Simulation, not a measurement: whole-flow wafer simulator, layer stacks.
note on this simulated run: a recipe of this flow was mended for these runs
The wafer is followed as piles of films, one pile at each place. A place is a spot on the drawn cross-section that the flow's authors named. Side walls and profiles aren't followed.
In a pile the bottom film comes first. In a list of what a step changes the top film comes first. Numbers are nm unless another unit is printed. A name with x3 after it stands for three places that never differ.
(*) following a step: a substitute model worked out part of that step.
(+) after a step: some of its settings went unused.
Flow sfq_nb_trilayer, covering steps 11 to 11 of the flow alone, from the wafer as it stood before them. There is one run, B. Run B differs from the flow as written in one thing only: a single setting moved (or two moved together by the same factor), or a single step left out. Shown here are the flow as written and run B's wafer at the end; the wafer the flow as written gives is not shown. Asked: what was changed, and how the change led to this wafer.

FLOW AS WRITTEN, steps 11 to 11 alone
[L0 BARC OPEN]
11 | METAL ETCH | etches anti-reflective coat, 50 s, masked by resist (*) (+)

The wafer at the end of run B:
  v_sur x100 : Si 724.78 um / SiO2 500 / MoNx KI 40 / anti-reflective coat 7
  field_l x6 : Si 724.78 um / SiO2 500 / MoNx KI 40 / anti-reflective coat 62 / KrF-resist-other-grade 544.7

Cause: step 11, METAL ETCH: 22 s was run, though the flow has 50 s.

Step by step, how the change led to this:
  11 | METAL ETCH | etches anti-reflective coat, 50 s, masked by resist (*) (+)
      v_sur x100: -55 anti-reflective coat (as written it would have been: -62 anti-reflective coat (all of it))
      field_l x6: -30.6 KrF-resist-other-grade (as written it would have been: -69.4 KrF-resist-other-grade)
